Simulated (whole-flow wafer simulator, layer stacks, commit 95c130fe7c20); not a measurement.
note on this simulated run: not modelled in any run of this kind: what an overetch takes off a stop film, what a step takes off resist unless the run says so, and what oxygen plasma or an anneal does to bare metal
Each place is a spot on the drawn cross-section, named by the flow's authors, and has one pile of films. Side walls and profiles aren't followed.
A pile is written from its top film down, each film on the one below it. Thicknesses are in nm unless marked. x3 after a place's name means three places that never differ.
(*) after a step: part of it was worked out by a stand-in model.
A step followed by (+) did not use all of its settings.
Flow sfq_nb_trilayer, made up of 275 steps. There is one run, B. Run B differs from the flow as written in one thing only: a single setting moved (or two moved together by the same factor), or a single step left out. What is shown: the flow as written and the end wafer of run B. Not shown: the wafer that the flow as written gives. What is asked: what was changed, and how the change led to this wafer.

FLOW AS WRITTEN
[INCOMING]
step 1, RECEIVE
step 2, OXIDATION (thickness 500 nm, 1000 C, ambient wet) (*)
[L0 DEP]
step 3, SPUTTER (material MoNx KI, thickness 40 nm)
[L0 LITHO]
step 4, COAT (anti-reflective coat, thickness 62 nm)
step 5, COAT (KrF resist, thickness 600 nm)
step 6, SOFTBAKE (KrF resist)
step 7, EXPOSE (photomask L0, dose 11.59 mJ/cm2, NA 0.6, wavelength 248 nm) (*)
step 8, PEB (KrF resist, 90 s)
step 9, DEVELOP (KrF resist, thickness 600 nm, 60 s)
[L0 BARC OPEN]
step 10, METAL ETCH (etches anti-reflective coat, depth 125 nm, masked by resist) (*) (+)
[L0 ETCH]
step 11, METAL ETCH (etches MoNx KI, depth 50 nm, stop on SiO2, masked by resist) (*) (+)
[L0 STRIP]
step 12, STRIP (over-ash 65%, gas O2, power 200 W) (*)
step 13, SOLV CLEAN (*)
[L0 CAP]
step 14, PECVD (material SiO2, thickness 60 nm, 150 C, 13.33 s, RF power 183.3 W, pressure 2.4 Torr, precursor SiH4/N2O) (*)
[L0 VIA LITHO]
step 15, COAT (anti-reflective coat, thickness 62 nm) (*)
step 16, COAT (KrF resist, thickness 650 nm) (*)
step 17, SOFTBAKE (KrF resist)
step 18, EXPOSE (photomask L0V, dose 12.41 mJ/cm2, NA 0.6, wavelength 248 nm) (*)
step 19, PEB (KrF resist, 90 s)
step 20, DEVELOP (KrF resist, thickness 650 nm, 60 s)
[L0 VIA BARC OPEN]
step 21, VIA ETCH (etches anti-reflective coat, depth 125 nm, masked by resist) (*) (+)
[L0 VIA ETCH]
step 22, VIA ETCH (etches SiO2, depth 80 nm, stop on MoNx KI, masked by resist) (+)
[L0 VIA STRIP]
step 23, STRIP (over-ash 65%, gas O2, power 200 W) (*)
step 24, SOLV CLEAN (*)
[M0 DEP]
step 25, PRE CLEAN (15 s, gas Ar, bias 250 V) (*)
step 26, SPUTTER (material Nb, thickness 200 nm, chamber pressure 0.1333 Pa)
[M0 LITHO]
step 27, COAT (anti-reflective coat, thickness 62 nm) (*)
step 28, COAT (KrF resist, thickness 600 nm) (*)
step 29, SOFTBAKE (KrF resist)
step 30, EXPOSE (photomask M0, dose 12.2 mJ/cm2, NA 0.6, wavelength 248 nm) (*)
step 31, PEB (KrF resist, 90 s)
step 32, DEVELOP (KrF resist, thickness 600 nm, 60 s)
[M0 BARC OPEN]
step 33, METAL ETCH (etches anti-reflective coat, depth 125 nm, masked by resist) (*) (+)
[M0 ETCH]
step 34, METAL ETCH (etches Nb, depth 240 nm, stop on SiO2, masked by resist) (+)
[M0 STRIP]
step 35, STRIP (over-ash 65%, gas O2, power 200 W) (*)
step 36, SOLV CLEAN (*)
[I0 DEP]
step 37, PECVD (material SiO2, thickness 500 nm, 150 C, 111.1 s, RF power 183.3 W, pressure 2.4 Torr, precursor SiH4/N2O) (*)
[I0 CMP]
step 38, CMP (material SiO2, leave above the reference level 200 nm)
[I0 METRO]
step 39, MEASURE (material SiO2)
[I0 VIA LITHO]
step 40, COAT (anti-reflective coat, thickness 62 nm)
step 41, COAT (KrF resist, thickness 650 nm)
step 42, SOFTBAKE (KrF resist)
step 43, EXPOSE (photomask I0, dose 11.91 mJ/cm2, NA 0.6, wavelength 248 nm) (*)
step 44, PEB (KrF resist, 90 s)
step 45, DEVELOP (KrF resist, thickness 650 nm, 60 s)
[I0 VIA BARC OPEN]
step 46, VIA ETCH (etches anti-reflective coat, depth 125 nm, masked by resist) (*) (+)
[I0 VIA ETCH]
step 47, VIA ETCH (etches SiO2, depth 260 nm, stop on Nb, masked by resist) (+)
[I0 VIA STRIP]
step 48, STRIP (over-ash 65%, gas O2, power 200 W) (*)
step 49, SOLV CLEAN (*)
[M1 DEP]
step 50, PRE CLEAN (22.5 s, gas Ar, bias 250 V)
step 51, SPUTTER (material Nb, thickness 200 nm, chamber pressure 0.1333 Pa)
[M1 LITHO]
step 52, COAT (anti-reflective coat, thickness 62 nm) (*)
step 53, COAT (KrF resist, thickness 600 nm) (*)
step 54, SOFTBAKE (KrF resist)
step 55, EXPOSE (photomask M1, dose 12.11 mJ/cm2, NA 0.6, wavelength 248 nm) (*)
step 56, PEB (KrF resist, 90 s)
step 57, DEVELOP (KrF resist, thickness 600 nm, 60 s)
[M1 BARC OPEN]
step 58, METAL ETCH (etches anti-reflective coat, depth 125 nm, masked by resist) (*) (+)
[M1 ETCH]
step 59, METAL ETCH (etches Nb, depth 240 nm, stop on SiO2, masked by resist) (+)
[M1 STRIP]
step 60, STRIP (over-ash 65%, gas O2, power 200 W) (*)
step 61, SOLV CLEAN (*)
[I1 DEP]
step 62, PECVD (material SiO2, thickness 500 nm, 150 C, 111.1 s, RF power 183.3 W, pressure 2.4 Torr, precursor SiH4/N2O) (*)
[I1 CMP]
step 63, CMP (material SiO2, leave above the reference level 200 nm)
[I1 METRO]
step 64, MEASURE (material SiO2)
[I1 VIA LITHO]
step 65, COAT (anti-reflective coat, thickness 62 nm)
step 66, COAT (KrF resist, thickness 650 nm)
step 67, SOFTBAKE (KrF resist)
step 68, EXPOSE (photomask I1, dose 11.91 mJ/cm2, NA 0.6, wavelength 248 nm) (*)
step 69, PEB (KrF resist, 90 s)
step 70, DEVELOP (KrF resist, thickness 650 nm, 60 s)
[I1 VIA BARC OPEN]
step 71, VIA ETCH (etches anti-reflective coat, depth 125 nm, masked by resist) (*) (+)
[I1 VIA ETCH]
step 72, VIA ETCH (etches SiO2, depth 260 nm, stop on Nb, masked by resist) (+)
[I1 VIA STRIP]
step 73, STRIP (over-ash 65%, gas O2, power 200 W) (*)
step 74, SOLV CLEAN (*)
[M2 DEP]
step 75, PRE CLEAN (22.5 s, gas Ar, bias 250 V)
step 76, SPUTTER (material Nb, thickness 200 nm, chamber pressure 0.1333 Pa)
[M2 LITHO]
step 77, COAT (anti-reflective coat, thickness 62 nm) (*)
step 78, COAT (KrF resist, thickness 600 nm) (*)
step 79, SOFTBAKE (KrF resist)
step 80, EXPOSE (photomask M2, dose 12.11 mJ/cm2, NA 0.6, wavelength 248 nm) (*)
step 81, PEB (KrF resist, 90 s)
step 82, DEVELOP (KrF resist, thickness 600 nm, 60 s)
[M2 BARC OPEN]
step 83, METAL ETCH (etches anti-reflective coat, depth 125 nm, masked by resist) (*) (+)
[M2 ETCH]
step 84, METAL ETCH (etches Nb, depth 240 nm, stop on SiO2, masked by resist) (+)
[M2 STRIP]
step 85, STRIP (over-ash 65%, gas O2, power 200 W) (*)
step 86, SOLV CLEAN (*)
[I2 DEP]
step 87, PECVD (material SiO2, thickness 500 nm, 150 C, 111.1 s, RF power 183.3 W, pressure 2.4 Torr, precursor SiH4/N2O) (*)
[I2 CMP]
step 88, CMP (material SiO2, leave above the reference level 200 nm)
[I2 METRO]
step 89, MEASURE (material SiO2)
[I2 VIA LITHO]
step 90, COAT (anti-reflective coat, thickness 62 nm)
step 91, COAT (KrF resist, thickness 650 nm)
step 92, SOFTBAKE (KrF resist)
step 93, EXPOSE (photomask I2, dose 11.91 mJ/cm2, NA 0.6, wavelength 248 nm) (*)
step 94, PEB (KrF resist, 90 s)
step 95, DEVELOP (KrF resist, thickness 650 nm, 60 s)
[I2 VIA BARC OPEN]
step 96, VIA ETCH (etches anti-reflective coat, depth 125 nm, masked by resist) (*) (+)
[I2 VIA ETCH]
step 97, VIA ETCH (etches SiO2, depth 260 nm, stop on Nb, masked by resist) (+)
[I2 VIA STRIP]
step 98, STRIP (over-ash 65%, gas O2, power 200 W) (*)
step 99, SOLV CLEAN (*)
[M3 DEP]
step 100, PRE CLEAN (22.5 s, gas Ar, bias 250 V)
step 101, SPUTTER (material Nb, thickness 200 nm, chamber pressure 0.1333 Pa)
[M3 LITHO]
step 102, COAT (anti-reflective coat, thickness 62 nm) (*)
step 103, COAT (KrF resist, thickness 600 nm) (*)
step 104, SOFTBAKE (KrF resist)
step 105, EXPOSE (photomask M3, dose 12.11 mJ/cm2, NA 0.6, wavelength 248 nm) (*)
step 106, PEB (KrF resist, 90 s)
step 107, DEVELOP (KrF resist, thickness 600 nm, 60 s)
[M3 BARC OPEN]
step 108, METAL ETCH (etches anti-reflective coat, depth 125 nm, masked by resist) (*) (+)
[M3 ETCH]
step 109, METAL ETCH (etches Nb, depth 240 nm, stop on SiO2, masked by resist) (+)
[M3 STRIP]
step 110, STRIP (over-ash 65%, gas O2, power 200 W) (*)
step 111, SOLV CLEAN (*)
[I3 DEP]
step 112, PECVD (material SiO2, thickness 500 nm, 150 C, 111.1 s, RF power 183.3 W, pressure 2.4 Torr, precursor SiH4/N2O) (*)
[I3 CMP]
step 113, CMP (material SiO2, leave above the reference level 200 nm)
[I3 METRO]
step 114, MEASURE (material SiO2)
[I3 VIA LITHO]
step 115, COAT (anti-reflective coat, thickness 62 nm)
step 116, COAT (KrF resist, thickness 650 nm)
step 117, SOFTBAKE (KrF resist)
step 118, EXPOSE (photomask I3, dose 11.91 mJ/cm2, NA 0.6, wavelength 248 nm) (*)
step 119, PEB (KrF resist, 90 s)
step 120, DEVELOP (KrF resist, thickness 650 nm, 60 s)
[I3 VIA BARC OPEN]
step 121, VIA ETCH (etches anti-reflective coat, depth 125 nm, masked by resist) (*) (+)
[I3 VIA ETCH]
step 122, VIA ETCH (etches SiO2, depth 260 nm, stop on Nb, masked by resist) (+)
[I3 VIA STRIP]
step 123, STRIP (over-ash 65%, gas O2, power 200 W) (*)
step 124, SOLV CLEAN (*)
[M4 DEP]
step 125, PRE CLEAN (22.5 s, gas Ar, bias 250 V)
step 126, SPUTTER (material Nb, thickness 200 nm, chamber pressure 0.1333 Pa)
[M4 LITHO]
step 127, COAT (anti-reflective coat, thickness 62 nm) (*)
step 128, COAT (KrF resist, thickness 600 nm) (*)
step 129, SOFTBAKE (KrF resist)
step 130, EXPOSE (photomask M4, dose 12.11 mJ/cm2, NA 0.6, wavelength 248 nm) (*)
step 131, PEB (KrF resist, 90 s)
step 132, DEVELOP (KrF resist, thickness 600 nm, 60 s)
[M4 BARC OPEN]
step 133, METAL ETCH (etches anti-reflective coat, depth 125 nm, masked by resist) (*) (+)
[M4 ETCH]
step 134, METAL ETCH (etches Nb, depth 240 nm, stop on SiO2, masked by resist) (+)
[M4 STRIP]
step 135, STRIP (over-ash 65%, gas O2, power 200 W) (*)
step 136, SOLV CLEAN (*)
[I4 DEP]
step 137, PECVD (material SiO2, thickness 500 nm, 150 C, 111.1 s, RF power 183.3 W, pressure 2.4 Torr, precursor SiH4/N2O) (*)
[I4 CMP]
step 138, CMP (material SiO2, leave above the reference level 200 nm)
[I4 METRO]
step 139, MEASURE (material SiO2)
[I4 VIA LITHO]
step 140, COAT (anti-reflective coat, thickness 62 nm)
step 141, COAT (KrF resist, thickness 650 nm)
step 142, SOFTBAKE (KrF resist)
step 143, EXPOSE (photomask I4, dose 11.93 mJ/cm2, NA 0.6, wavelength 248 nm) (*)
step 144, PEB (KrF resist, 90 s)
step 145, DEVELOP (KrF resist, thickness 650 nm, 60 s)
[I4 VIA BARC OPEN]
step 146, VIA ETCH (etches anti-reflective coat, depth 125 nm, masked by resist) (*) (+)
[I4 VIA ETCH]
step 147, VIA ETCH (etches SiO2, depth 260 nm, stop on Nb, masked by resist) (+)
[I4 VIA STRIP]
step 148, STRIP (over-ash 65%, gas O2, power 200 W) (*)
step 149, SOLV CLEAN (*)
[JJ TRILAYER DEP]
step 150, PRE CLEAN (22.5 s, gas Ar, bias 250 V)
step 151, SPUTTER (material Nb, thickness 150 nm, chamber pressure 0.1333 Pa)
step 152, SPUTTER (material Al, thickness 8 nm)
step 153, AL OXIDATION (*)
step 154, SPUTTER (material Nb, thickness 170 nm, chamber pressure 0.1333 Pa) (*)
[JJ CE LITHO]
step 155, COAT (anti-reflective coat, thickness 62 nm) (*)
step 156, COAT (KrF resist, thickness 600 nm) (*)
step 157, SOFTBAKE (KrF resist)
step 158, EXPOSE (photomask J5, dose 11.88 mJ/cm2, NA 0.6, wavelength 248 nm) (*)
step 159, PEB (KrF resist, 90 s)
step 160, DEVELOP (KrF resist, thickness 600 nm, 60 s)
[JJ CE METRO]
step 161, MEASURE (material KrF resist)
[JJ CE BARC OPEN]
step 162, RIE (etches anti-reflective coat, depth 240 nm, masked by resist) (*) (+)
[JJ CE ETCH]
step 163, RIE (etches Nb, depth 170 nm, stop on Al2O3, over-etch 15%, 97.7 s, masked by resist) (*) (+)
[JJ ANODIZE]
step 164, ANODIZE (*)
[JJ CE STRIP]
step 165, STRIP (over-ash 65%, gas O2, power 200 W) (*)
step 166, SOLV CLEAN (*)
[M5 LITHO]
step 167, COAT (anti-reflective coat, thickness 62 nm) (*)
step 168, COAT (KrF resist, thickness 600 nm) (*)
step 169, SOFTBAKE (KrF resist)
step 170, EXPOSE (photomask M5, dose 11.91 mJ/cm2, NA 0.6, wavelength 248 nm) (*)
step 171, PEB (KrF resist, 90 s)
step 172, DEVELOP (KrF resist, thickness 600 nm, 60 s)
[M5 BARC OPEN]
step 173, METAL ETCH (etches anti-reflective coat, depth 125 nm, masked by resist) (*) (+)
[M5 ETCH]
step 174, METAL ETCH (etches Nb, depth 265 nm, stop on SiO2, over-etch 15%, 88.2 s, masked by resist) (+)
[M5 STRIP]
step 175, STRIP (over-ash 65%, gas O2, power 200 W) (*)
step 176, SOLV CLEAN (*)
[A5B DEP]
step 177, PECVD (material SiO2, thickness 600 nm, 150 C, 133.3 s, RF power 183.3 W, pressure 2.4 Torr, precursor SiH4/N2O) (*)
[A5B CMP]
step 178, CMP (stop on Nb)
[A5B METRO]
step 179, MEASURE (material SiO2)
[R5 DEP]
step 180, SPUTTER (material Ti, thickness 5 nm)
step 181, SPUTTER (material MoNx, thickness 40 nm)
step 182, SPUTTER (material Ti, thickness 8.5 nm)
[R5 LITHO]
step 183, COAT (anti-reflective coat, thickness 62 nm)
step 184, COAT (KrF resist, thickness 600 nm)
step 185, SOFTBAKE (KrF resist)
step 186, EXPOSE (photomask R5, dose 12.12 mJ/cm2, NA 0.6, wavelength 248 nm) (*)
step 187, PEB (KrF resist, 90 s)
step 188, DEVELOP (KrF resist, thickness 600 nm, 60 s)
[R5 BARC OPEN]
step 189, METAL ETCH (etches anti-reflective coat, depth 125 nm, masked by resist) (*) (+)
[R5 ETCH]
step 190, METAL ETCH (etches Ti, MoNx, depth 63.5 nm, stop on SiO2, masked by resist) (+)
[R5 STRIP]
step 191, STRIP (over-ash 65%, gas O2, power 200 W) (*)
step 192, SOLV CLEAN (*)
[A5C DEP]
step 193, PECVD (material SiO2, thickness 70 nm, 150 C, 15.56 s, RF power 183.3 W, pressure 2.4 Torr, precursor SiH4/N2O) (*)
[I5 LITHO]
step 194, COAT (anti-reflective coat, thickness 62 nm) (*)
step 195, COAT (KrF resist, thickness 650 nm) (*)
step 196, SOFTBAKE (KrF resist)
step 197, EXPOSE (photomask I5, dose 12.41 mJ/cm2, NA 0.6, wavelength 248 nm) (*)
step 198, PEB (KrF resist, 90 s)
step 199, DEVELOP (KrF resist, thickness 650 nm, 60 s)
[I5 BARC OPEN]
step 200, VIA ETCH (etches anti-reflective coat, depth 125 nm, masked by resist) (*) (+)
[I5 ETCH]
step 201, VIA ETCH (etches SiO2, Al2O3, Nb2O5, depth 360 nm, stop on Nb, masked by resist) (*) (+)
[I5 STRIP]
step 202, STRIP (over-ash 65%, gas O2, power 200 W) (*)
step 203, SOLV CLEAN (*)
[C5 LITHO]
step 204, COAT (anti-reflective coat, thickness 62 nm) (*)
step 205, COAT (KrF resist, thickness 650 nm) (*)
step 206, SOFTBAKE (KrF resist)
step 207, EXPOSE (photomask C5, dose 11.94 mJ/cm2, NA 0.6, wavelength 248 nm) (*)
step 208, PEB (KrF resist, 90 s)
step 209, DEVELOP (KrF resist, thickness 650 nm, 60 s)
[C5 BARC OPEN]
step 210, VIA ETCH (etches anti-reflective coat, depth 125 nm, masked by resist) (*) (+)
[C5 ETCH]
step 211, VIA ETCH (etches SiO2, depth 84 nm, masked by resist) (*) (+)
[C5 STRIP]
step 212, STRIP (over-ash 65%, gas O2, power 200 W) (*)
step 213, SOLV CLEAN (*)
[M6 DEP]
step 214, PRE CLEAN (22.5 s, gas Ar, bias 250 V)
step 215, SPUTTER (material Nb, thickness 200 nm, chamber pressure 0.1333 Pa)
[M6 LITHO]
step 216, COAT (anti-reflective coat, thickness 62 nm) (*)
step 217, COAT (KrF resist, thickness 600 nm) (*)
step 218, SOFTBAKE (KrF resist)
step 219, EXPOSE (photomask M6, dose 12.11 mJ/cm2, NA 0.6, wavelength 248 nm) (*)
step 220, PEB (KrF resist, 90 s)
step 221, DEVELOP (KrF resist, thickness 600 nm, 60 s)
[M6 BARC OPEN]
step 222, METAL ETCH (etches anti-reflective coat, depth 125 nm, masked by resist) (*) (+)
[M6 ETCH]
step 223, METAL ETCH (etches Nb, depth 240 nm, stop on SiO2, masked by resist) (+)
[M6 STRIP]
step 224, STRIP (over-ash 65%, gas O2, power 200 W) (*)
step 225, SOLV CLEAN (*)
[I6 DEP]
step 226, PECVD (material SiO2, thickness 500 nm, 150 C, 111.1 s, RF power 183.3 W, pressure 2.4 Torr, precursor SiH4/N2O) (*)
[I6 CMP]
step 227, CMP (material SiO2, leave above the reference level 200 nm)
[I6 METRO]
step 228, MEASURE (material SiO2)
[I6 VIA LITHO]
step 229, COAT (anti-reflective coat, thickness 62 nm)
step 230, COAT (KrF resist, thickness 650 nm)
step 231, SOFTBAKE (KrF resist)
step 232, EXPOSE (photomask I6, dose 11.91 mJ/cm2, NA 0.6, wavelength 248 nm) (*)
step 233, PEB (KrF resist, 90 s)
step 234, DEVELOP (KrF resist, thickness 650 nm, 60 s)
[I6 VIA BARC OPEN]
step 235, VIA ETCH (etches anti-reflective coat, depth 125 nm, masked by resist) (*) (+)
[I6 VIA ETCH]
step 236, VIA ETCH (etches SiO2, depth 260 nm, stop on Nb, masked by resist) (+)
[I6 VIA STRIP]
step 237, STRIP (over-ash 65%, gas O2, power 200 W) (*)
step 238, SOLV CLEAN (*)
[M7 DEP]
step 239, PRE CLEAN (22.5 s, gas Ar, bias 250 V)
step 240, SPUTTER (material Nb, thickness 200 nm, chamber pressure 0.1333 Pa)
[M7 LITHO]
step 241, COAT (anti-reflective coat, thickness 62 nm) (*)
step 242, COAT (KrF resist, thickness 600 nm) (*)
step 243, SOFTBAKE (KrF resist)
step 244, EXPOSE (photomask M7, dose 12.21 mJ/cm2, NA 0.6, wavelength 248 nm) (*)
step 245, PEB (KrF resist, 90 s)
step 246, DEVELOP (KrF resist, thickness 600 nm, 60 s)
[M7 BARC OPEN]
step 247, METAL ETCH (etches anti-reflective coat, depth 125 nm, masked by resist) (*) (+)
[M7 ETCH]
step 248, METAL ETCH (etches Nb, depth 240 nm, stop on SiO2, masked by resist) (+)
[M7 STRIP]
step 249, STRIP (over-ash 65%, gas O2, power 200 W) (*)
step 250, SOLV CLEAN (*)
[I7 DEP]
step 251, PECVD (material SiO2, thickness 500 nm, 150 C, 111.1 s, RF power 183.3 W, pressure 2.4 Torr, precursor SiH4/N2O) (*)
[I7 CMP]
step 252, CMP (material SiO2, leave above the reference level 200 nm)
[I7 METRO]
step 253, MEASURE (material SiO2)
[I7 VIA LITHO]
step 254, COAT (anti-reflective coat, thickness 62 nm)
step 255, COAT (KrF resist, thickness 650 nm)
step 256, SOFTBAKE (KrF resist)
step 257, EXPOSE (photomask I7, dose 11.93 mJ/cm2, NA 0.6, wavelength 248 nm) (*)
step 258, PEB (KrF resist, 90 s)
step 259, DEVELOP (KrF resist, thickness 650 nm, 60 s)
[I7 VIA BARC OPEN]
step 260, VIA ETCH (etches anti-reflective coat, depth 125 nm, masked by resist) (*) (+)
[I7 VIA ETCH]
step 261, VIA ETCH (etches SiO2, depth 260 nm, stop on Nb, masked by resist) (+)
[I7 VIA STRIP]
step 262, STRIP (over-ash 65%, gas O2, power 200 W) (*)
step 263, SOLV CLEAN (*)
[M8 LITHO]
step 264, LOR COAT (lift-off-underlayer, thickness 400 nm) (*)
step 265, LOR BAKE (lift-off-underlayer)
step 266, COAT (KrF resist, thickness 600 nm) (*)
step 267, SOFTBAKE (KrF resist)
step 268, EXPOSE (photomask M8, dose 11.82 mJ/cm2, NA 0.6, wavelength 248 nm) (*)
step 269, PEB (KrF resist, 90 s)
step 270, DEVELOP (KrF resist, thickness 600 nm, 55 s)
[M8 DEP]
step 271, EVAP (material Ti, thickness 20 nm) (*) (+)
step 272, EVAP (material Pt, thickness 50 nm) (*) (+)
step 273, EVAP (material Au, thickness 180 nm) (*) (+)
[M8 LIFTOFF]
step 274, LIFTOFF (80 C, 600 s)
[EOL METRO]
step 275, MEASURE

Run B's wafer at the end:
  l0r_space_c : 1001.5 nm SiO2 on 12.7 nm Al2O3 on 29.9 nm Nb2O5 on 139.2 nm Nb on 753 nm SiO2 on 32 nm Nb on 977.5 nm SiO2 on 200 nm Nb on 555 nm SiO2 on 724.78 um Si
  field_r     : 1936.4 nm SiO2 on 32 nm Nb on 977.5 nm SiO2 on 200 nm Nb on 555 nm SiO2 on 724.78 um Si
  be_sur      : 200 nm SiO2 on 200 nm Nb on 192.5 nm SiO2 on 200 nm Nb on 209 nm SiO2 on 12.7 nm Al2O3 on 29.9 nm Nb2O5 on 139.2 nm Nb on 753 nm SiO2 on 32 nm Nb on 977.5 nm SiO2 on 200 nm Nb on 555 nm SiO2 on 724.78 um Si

The reason: step 109, METAL ETCH: depth 168 nm was run, while the flow as written has depth 240 nm.

The path from the change to this, step by step:
  step 109, METAL ETCH (etches Nb, depth 240 nm, stop on SiO2, masked by resist) (+)
      field_l, be, be_sur and 72 more: Nb loses 168 (as written it would have been: Nb loses 200 (all of it))
      v_sur, via_wl, via_w and 28 more: KrF resist loses 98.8 (as written it would have been: KrF resist loses 141.2)
  step 110, STRIP (over-ash 65%, gas O2, power 200 W) (*)
      p4_w1 x9, wl_j_sl, wl_jj and 13 more: KrF resist loses 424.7 (all of it), anti-reflective coat loses 62 (all of it) (as written it would have been: KrF resist loses 382.4 (all of it), anti-reflective coat loses 62 (all of it))
      via_wl, via_wr: KrF resist loses 426.6 (all of it), anti-reflective coat loses 34.2 (all of it) (as written it would have been: KrF resist loses 384.2 (all of it), anti-reflective coat loses 34.2 (all of it))
      (as well as at 5 more places)
  step 112, PECVD (material SiO2, thickness 500 nm, 150 C, 111.1 s, RF power 183.3 W, pressure 2.4 Torr, precursor SiH4/N2O) (*)
      field_l, be, be_sur and 64 more: SiO2 gains 500 (new film) (as written it would have been: SiO2 gains 500)
      p4_g1 x2, p3_s0 x6: SiO2 gains 525.1 (new film) (as written it would have been: SiO2 gains 557.1)
  step 113, CMP (material SiO2, leave above the reference level 200 nm)
      field_l, be, be_sur and 64 more: SiO2 loses 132 (as written it would have been: SiO2 loses 100)
Taking metal films that touch as one body, l0r_space_c has 3 bodies (between them, from the top down: SiO2 753; SiO2 977.5); the flow as written gives 2 bodies (between them, from the top down: SiO2 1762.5).
Taking metal films that touch as one body, field_r has 2 bodies (between them, from the top down: SiO2 977.5); the flow as written gives 1 body.
Taking metal films that touch as one body, be_sur has 5 bodies (between them, from the top down: SiO2 192.5; SiO2 209 / Al2O3 12.7 / Nb2O5 29.9; SiO2 753; SiO2 977.5); the flow as written gives 4 bodies (between them, from the top down: SiO2 192.5; SiO2 209 / Al2O3 12.7 / Nb2O5 29.9; SiO2 1762.5).
